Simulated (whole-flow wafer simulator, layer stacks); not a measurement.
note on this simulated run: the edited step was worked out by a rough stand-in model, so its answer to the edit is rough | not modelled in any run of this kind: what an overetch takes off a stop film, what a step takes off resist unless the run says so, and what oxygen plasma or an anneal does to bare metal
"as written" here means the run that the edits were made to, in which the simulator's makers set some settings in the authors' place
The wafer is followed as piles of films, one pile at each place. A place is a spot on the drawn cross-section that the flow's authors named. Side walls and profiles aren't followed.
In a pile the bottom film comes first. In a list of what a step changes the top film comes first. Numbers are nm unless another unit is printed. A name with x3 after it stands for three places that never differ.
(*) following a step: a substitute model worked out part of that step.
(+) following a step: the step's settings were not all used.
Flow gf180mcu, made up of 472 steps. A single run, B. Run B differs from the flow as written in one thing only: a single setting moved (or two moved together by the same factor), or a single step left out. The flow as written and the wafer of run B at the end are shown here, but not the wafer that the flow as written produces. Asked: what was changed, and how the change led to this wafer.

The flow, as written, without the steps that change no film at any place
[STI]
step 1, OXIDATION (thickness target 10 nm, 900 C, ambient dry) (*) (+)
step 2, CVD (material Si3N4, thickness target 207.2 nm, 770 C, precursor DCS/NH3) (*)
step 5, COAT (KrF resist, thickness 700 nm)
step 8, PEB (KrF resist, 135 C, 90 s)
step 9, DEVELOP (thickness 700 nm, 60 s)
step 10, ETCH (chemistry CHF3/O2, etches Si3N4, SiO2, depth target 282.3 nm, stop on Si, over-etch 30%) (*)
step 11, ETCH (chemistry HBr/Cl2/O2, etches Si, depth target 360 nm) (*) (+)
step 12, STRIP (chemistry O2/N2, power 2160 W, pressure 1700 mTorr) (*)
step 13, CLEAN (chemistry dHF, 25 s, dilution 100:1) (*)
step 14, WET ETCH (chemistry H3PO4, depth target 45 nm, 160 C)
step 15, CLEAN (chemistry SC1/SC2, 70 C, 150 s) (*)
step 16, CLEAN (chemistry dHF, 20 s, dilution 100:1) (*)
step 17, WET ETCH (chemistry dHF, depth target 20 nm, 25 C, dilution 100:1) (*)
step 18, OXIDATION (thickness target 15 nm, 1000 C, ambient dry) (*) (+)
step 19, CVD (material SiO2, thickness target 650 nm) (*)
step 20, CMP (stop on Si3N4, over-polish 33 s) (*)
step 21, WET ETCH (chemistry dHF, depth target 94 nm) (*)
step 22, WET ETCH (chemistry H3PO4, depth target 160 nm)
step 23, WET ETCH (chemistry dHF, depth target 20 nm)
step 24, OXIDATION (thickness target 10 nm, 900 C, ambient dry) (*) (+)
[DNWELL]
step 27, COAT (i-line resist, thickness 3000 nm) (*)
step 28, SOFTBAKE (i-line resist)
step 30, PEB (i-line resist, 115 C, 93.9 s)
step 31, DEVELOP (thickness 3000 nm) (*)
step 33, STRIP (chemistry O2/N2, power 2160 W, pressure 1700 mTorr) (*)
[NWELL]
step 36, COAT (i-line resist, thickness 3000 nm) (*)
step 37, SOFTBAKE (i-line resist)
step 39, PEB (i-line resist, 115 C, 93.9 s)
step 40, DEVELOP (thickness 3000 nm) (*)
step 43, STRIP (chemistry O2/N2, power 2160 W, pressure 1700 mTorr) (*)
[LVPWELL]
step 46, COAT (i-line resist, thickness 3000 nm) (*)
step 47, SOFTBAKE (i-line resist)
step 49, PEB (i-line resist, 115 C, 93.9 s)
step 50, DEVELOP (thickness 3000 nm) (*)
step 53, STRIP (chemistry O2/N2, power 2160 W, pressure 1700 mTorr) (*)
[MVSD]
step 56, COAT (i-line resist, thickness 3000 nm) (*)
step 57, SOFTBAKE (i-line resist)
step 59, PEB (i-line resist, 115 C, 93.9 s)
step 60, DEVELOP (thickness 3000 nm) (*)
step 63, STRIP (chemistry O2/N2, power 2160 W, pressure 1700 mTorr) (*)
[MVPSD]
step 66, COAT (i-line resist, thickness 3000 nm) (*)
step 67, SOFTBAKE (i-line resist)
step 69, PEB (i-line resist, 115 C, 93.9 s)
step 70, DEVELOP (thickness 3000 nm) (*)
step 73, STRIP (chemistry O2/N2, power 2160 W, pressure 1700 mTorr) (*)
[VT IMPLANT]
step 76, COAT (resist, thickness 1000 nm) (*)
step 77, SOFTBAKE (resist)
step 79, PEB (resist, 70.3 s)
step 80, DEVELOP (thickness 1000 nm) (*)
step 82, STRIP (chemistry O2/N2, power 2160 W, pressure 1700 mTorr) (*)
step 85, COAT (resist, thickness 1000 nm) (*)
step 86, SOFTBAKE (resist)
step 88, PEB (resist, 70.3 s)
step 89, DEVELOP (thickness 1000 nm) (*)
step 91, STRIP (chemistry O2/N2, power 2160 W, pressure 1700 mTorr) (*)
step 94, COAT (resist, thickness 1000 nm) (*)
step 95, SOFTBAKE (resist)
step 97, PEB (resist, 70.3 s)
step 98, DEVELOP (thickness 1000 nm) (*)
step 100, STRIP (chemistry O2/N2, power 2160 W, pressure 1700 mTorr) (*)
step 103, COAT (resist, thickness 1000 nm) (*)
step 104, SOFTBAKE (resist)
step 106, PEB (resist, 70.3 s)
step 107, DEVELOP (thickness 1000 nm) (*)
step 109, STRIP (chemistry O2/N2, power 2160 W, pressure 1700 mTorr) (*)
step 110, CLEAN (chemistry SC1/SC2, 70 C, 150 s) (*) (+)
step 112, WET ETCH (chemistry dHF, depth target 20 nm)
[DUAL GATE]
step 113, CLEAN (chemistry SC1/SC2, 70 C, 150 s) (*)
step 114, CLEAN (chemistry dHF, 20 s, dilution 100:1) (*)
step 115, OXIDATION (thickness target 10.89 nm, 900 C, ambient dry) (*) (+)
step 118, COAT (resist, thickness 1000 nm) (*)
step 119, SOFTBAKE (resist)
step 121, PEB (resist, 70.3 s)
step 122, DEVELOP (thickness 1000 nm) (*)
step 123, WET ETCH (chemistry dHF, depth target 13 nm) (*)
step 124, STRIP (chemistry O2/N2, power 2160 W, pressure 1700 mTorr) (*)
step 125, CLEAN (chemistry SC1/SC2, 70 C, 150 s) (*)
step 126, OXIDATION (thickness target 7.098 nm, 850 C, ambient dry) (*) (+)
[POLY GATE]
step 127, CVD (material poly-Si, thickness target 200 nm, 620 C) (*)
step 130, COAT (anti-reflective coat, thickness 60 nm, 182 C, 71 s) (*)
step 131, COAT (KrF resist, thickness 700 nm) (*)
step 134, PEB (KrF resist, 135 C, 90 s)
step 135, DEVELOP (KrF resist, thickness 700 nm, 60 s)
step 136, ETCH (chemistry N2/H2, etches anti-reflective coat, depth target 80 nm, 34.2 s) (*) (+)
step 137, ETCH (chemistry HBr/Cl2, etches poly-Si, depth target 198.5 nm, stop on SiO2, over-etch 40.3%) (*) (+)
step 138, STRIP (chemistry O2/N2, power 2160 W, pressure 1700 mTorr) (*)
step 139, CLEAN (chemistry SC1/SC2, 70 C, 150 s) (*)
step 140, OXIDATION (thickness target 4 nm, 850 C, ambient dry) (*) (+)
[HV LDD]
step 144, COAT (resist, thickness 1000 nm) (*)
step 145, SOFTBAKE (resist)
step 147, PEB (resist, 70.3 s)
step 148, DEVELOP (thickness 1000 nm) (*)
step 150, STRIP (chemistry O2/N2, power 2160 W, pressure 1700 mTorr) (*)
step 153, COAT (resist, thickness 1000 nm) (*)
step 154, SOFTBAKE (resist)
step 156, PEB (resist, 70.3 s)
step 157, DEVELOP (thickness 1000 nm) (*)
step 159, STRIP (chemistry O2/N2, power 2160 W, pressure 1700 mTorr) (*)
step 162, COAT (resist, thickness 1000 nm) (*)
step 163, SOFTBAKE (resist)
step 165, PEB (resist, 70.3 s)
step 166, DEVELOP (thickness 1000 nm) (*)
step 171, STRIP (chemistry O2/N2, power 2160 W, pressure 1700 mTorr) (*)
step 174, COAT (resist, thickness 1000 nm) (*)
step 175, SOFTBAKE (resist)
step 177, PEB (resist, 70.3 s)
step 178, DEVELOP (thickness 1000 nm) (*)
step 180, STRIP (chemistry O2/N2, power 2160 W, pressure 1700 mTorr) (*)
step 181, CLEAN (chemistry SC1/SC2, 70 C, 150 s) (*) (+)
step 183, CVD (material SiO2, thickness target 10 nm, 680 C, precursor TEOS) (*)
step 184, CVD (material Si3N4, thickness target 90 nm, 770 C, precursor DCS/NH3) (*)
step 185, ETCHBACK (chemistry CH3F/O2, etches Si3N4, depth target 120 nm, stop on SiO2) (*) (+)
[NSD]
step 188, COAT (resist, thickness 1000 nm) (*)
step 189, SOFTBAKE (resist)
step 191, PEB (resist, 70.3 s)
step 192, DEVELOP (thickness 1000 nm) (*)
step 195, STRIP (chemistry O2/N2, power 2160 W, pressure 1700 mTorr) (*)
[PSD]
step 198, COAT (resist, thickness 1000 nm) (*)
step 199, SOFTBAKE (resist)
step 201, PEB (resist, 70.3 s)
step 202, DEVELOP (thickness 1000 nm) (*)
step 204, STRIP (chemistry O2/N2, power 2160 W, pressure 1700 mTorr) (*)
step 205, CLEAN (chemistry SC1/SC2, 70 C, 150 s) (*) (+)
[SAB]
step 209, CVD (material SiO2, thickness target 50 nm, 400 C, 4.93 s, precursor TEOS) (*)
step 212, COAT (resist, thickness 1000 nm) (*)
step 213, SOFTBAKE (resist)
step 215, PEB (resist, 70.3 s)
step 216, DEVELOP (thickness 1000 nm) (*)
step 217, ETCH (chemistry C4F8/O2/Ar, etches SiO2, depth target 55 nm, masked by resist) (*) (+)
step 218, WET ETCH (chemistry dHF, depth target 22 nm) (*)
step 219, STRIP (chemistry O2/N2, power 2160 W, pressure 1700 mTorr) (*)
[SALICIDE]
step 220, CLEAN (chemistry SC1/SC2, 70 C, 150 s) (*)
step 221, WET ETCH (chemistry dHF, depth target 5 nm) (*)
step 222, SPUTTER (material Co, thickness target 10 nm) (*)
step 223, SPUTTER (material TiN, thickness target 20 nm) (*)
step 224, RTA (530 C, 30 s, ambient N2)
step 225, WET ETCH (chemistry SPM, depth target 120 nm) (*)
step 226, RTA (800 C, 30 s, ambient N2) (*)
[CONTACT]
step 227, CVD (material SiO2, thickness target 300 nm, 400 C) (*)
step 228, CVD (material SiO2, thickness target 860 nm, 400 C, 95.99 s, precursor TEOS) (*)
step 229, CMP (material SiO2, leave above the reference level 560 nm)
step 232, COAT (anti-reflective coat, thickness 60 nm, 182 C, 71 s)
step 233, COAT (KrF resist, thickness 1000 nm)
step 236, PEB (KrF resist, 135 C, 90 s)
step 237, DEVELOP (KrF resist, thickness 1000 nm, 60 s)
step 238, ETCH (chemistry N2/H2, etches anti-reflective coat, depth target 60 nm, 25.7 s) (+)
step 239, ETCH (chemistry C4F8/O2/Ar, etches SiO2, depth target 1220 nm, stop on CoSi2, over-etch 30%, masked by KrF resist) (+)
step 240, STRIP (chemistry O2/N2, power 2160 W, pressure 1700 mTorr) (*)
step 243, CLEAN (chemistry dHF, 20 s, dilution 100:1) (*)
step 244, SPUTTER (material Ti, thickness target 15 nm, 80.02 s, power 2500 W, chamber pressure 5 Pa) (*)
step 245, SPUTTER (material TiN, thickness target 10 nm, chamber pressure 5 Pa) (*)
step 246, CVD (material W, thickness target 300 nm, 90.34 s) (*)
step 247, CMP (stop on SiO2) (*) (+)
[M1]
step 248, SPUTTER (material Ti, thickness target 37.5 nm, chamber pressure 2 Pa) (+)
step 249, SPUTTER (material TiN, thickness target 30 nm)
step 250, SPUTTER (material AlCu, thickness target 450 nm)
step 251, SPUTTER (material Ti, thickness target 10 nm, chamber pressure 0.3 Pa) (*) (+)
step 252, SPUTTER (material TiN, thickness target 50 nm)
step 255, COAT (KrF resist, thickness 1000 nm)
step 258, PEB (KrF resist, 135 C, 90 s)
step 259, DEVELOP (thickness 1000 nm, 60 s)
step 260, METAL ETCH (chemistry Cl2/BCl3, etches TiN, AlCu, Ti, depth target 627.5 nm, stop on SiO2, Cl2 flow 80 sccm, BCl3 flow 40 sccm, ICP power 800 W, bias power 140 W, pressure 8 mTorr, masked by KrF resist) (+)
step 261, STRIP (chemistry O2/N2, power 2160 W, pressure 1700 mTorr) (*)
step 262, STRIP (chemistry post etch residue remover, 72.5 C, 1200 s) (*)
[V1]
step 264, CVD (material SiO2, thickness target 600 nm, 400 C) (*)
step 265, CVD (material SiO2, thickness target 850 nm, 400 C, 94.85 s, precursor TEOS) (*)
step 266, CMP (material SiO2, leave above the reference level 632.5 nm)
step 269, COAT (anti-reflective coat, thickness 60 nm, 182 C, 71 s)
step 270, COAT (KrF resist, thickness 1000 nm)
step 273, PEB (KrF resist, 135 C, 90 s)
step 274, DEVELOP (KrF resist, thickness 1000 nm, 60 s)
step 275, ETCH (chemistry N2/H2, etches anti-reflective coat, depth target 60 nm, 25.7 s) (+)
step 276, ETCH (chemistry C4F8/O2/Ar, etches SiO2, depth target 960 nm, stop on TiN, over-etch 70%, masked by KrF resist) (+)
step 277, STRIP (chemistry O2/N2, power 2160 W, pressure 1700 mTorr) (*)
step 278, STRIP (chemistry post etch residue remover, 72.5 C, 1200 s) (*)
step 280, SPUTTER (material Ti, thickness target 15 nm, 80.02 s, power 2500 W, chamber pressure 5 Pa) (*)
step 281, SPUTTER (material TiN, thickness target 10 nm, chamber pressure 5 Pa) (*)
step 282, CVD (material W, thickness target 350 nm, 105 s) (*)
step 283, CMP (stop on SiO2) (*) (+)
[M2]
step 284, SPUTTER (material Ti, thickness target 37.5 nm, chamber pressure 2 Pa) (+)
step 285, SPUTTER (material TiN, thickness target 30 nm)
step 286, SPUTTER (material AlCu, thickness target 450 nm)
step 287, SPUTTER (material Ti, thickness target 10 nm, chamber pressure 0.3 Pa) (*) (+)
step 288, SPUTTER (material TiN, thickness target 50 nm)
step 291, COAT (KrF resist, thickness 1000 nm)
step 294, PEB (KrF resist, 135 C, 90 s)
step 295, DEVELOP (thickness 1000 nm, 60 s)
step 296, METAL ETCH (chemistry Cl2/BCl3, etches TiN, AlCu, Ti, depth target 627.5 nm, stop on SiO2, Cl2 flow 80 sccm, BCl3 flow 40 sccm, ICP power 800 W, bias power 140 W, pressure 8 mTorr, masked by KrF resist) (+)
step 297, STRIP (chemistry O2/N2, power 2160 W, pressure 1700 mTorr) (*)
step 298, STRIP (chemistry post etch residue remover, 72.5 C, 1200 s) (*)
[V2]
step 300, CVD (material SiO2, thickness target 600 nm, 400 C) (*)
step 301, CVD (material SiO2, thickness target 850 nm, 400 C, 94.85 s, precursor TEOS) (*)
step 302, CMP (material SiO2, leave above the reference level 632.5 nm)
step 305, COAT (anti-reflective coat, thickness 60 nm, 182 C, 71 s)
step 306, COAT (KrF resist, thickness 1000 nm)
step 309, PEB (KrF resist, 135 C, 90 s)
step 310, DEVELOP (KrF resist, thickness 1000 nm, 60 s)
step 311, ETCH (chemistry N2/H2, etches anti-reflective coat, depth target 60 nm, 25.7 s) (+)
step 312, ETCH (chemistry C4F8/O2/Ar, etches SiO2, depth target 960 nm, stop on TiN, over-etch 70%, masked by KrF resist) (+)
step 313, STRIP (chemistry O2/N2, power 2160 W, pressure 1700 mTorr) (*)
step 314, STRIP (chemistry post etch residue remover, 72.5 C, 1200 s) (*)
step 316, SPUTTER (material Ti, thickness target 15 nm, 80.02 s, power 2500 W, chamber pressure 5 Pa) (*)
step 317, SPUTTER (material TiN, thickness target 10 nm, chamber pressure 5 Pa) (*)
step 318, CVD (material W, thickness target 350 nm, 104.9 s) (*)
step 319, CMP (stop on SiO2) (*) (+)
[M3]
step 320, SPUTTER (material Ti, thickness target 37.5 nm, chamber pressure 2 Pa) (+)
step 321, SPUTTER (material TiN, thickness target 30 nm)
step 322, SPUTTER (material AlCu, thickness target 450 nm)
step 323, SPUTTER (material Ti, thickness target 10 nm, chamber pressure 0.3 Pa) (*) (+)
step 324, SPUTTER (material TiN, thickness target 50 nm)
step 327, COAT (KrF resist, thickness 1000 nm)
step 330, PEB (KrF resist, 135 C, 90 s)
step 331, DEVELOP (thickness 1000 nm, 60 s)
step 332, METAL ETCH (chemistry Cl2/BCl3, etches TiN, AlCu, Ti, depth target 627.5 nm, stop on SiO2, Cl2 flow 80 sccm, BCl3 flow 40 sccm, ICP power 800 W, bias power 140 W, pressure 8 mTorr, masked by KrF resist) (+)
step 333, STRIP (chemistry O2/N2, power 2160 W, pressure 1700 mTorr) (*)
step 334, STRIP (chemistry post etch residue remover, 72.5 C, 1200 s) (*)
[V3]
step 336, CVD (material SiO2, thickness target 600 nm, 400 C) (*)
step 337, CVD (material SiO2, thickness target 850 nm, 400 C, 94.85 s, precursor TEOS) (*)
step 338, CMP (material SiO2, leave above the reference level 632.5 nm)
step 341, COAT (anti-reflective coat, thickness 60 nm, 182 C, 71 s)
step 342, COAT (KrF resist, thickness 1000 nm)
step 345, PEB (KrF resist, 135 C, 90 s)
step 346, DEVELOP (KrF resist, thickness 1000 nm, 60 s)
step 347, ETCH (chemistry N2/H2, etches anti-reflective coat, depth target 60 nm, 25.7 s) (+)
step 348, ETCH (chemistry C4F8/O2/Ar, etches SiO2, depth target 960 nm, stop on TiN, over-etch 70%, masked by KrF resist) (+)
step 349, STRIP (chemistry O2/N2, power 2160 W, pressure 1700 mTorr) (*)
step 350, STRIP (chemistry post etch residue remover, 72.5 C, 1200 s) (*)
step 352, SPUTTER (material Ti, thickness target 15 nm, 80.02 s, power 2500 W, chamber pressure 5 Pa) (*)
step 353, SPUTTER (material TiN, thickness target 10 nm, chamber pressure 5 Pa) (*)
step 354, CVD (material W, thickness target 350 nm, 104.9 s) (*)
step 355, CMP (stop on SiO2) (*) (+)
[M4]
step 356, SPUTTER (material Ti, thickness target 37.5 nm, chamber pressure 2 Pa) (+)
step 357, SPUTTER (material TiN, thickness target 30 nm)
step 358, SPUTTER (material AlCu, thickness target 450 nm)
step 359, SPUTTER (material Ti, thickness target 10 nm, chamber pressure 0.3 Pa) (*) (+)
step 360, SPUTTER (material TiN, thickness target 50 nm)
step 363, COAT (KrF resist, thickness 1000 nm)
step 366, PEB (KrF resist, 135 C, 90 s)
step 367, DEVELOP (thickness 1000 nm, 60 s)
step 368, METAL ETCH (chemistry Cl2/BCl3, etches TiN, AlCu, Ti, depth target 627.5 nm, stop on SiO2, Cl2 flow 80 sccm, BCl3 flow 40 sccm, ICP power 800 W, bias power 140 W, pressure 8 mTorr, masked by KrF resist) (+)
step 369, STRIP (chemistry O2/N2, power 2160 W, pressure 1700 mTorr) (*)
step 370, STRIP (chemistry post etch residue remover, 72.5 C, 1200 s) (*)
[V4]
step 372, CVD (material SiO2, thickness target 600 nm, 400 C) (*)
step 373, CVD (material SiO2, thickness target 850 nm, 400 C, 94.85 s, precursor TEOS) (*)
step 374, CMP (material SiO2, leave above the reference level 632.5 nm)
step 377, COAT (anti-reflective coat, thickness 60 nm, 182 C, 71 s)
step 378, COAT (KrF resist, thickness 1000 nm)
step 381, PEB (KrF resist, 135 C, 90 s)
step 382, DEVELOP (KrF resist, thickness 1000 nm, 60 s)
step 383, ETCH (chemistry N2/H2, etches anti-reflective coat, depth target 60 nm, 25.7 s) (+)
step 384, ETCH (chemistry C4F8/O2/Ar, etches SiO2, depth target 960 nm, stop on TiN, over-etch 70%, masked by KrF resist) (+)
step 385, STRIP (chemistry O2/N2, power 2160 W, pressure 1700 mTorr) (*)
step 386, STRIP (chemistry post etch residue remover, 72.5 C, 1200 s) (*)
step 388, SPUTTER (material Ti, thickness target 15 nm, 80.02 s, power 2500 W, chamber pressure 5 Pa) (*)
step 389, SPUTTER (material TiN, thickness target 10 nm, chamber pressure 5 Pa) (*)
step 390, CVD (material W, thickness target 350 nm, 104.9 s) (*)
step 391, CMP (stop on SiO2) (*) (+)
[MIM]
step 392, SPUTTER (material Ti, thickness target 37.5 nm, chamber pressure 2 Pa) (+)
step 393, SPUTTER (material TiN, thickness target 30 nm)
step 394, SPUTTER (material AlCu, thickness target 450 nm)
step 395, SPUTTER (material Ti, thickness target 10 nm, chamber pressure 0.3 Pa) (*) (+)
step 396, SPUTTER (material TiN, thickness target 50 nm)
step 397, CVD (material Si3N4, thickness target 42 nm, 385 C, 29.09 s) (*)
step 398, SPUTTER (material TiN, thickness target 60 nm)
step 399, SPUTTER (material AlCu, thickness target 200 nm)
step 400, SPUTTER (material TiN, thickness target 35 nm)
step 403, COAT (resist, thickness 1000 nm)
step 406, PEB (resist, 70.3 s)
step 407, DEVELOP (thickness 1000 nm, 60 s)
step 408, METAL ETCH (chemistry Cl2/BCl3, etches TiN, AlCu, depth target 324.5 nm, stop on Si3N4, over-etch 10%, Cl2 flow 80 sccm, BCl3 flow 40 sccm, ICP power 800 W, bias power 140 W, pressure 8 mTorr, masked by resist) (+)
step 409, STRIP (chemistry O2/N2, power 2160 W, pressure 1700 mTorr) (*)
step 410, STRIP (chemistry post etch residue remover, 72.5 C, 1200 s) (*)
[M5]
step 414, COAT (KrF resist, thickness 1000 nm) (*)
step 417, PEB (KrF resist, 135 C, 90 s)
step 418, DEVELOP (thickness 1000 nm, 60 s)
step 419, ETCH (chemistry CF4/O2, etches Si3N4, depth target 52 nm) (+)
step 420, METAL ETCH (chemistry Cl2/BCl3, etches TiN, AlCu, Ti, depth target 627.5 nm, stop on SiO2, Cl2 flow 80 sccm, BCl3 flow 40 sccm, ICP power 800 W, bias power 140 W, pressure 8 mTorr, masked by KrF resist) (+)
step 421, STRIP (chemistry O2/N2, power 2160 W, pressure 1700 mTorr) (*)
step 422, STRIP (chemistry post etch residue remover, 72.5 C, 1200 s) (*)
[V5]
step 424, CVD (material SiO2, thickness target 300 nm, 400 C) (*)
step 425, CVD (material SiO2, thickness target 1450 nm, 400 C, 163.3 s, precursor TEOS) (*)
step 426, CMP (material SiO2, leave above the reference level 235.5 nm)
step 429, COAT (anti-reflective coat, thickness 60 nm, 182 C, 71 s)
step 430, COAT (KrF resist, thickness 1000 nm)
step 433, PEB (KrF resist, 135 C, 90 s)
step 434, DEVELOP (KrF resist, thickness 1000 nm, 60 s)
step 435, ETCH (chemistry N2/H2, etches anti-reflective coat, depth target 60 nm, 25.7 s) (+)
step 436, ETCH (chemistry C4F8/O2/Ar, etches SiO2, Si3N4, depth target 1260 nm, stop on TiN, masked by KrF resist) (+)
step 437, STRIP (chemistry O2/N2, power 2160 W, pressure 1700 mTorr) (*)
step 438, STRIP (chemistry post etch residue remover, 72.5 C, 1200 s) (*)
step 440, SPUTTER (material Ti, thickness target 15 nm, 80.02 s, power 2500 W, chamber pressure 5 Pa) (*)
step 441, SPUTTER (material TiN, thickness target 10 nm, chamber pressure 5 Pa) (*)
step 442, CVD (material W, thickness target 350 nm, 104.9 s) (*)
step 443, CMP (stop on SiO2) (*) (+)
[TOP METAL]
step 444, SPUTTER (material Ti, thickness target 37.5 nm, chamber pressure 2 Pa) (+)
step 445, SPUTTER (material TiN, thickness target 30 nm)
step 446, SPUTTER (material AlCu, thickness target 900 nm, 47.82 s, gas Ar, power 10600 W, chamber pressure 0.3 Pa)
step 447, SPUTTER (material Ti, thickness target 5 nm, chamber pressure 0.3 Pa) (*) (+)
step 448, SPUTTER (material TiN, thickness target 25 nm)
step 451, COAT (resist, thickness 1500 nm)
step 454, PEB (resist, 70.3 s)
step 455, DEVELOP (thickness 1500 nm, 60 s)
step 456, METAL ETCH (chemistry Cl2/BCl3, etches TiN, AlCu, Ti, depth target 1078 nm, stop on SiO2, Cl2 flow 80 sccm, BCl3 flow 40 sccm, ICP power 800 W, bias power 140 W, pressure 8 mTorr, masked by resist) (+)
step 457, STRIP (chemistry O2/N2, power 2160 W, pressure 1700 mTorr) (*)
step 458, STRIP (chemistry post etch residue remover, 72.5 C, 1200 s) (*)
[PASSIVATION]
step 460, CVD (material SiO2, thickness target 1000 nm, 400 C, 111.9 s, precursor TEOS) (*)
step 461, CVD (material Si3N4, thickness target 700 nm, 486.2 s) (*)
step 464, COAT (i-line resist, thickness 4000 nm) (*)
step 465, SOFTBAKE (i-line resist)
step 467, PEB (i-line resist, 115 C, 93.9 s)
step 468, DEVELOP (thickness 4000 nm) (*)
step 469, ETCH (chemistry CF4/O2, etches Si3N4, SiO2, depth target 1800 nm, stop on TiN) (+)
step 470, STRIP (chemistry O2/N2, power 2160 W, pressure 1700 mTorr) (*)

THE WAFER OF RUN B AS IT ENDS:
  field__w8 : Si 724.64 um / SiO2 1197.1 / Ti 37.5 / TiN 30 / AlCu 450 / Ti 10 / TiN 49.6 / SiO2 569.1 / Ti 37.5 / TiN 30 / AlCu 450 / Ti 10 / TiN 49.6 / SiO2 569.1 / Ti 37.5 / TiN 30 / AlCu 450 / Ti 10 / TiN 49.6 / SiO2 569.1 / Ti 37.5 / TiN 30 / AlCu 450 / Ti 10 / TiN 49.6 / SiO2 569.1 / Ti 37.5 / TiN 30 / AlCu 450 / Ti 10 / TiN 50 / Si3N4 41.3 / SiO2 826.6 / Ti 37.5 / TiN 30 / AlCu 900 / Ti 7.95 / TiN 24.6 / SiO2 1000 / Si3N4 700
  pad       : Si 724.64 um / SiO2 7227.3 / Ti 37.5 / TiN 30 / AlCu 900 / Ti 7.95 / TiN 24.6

What caused this: step 447, SPUTTER: thickness target 7.95 nm was run, whereas the flow has thickness target 5 nm.
One can read it off the wafer: field__w8 has Ti 7.95, and step 447 as written asks for 5 nm.

Step by step, how the change led to this:
  step 447, SPUTTER (material Ti, thickness target 5 nm, chamber pressure 0.3 Pa) (*) (+)
      field, field__w1, field__w2 and 109 more: +7.95 Ti (new film) (as written it would have been: +5 Ti (new film))
  step 456, METAL ETCH (chemistry Cl2/BCl3, etches TiN, AlCu, Ti, depth target 1078 nm, stop on SiO2, Cl2 flow 80 sccm, BCl3 flow 40 sccm, ICP power 800 W, bias power 140 W, pressure 8 mTorr, masked by resist) (+)
      field, field__w1, field__w2 and 103 more: -25 TiN (all of it), -7.95 Ti (all of it), -900 AlCu (all of it), -30 TiN (all of it), -37.5 Ti (all of it) (as written it would have been: -25 TiN (all of it), -5 Ti (all of it), -900 AlCu (all of it), -30 TiN (all of it), -37.5 Ti (all of it))
  step 465, SOFTBAKE (i-line resist)
      gate: -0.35 i-line resist (as written it would have been: +1.79 i-line resist)
      ld_acc_p, ld_fp_p, ld_drift_p: +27 i-line resist (as written it would have been: +33.8 i-line resist)
      (as well as at 57 more places)
